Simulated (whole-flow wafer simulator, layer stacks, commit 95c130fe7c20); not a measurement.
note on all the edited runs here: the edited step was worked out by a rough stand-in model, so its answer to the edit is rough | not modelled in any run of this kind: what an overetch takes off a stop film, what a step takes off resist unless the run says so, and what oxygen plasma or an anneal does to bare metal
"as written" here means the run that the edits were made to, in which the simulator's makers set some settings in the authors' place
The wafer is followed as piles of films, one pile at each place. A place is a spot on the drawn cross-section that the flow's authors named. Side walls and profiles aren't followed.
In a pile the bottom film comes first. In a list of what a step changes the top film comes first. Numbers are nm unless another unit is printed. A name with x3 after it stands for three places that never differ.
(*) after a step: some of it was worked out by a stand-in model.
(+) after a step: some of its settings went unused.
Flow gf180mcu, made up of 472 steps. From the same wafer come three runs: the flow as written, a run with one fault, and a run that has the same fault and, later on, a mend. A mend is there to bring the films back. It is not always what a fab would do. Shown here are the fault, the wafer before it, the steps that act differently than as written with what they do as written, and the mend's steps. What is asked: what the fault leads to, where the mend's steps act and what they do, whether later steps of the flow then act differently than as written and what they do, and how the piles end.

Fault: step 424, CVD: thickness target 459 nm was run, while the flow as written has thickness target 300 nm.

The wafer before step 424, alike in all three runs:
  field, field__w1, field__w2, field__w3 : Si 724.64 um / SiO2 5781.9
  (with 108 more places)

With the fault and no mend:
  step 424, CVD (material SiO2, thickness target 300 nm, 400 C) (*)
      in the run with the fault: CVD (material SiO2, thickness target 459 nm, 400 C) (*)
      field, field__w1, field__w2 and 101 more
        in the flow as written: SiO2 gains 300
        in the run with the fault: SiO2 gains 459
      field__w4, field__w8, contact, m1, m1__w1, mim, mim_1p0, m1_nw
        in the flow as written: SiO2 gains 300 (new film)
        in the run with the fault: SiO2 gains 459 (new film)
  Steps further on in the flow that do not act as written (not shown: 1 more step that differs only slightly, by at most 2% or 0.5 nm, whichever is larger):
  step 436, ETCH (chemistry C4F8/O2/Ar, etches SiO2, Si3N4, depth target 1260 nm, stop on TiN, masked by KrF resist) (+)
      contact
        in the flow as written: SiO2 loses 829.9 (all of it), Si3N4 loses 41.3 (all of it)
        in the run with the fault: SiO2 loses 988.9 (all of it), Si3N4 loses 41.3 (all of it)
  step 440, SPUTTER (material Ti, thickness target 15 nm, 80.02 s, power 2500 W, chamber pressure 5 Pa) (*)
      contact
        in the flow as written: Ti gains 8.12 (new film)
        in the run with the fault: Ti gains 7.42 (new film)
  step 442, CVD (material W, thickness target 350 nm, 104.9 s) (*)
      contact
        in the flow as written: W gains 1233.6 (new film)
        in the run with the fault: W gains 1393.7 (new film)
  The piles end different from the flow's at field__w4, field__w8, gate and 35 more by more than 2% or 0.5 nm, whichever is larger.
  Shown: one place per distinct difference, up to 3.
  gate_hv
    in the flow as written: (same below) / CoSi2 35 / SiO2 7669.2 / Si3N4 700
    in the run with the fault: (same below) / CoSi2 35 / SiO2 7828.2 / Si3N4 700
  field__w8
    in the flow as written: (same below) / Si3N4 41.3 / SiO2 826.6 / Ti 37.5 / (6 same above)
    in the run with the fault: (same below) / Si3N4 41.3 / SiO2 985.6 / Ti 37.5 / (6 same above)
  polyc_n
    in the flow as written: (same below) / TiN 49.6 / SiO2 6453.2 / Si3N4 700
    in the run with the fault: (same below) / TiN 49.6 / SiO2 6612.2 / Si3N4 700

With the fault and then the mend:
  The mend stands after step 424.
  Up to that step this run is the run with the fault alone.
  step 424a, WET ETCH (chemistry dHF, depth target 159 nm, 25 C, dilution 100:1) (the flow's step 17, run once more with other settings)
      field, field__w1, field__w2 and 109 more
        SiO2 loses 159
  Later steps of the flow that are run all act as written at every place that is followed.
  By the end, the piles equal the flow's at every place that both follow.
